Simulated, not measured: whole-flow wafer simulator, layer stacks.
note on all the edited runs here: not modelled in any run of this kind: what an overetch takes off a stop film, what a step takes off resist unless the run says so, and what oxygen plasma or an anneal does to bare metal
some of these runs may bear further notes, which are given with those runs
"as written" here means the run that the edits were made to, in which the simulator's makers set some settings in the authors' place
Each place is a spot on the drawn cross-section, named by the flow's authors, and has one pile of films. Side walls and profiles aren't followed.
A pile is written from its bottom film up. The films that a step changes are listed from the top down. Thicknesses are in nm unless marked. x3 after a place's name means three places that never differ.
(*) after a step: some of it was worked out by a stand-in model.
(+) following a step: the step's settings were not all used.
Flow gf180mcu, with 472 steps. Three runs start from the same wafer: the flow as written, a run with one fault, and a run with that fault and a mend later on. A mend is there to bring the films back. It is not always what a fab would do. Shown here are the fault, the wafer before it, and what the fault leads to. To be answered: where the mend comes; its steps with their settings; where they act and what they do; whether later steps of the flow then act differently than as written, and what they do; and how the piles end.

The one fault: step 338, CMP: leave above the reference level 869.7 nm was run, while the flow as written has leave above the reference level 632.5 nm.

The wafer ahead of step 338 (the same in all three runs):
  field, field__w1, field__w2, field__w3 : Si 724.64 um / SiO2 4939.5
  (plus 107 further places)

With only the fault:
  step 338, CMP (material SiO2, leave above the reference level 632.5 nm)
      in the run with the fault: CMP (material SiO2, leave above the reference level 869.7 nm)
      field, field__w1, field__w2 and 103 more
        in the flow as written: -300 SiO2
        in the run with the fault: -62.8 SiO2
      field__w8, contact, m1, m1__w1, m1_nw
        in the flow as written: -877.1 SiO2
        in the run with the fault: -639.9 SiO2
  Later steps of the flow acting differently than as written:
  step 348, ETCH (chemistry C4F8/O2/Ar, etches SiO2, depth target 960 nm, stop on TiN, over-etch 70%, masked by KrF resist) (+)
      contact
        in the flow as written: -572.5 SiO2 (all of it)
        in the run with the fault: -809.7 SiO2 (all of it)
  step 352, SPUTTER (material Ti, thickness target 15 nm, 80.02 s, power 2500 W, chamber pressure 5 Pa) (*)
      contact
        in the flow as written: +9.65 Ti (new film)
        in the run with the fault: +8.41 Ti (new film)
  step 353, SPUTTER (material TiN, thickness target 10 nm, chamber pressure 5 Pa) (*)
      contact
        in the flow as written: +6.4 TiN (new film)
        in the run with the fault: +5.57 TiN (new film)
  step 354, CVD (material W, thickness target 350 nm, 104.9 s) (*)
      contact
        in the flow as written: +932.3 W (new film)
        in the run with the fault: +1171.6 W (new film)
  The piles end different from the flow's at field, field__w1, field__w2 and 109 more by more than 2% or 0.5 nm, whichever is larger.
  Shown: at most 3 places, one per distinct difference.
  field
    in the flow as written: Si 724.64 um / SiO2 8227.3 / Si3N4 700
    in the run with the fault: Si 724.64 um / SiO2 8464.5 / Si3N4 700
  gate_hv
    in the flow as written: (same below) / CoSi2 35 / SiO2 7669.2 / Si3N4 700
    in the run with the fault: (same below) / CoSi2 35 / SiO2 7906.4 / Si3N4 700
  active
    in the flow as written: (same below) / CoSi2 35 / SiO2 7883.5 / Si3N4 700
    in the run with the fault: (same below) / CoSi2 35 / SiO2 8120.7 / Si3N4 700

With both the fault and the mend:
  After step 346 comes the mend.
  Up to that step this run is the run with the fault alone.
  step 346a, STRIP (chemistry O2/N2, power 2160 W, pressure 1700 mTorr) (*)
      field, field__w1, field__w2 and 107 more
        -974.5 KrF resist (all of it), -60 anti-reflective coat (all of it)
      contact
        -60 anti-reflective coat (all of it)
  step 346b, CMP (material SiO2, leave above the reference level 632.5 nm) (the flow's step 338 again)
      field, field__w1, field__w2 and 108 more
        -237.2 SiO2
  step 346c, HMDS (120 C, 60 s) (the flow's step 340 again)
      leaves every film unchanged at each place that is followed
  step 346d, COAT (anti-reflective coat, thickness 60 nm, 182 C, 71 s) (the flow's step 341 again)
      field, field__w1, field__w2 and 108 more
        +60 anti-reflective coat (new film)
  step 346e, COAT (KrF resist, thickness 1000 nm) (the flow's step 342 again)
      field, field__w1, field__w2 and 108 more
        +1000 KrF resist (new film)
  step 346f, SOFTBAKE (KrF resist) (the flow's step 343 again)
      leaves every film unchanged at each place that is followed
  step 346g, EXPOSE (photomask Via3) (the flow's step 344 again)
      leaves every film unchanged at each place that is followed
  step 346h, PEB (KrF resist, 135 C, 90 s) (the flow's step 345 again)
      field, field__w1, field__w2 and 108 more
        -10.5 KrF resist
  step 346i, DEVELOP (KrF resist, thickness 1000 nm, 60 s) (the flow's step 346 again)
      field, field__w1, field__w2 and 107 more
        -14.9 KrF resist
      contact
        -989.5 KrF resist (all of it)
  Every later step of the flow that is run acts as written at every place that is followed.
  At every place that both follow, the piles at the end match the flow's.
